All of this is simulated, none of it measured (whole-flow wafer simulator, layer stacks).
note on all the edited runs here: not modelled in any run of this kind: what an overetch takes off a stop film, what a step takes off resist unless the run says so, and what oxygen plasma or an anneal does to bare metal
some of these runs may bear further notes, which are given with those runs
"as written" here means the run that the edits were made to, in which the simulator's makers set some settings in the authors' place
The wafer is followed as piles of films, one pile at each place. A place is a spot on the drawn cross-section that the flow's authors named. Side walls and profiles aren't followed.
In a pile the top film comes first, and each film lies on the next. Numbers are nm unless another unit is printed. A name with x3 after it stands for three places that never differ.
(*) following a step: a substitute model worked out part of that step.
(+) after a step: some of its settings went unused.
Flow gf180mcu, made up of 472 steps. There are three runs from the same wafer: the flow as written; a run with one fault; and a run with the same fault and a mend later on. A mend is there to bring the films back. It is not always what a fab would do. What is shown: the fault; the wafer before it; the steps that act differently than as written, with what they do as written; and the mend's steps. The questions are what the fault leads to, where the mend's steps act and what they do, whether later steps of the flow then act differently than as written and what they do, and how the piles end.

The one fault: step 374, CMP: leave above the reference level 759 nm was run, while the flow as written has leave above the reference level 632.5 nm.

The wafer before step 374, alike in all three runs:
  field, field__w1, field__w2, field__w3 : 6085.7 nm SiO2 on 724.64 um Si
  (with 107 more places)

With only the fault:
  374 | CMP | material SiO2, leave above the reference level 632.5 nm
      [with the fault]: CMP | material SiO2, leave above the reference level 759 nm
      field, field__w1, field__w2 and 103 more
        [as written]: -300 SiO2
        [with the fault]: -173.5 SiO2
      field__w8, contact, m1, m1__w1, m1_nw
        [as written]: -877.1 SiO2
        [with the fault]: -750.6 SiO2
  Steps further on in the flow that do not act as written (1 other step is not shown; it differs only slightly, by no more than 2% or 0.5 nm, whichever is larger):
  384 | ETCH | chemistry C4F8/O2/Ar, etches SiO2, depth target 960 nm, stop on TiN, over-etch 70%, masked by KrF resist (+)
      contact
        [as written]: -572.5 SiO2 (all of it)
        [with the fault]: -699 SiO2 (all of it)
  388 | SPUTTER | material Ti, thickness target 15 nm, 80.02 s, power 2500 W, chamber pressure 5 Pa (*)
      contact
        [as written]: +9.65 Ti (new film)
        [with the fault]: +8.97 Ti (new film)
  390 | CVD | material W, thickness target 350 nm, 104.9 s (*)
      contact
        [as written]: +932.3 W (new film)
        [with the fault]: +1059.9 W (new film)
  The piles end different from the flow's at field__w4, field__w8, contact, m1, m1__w1, mim, mim_1p0, m1_nw by more than 2% or 0.5 nm, whichever is larger.
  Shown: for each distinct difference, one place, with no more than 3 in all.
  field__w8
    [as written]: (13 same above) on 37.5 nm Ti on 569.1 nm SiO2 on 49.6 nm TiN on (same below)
    [with the fault]: (13 same above) on 37.5 nm Ti on 695.6 nm SiO2 on 49.6 nm TiN on (same below)
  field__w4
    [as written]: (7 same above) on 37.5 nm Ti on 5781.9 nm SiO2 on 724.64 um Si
    [with the fault]: (7 same above) on 37.5 nm Ti on 5908.4 nm SiO2 on 724.64 um Si
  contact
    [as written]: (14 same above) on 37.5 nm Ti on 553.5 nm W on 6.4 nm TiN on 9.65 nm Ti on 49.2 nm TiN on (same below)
    [with the fault]: (14 same above) on 37.5 nm Ti on 681.1 nm W on 5.95 nm TiN on 8.97 nm Ti on 49.2 nm TiN on (same below)

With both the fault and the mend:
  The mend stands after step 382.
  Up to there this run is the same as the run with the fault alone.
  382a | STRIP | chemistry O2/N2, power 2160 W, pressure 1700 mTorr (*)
      field, field__w1, field__w2 and 107 more
        -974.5 KrF resist (all of it), -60 anti-reflective coat (all of it)
      contact
        -60 anti-reflective coat (all of it)
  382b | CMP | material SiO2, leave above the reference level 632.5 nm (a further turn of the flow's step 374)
      field, field__w1, field__w2 and 108 more
        -126.5 SiO2
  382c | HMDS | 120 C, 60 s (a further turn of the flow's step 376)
      leaves every film unchanged at each place that is followed
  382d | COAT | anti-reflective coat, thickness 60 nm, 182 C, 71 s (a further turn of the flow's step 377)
      field, field__w1, field__w2 and 108 more
        +60 anti-reflective coat (new film)
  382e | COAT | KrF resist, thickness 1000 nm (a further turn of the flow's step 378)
      field, field__w1, field__w2 and 108 more
        +1000 KrF resist (new film)
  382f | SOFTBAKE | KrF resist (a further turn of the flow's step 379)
      leaves every film unchanged at each place that is followed
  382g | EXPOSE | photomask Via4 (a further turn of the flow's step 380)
      leaves every film unchanged at each place that is followed
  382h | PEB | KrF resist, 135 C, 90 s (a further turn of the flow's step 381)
      field, field__w1, field__w2 and 108 more
        -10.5 KrF resist
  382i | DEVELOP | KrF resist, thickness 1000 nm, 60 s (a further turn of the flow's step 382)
      field, field__w1, field__w2 and 107 more
        -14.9 KrF resist
      contact
        -989.5 KrF resist (all of it)
  Every later step of the flow that is run acts as written at every place that is followed.
  At every place that both follow, the piles at the end match the flow's.
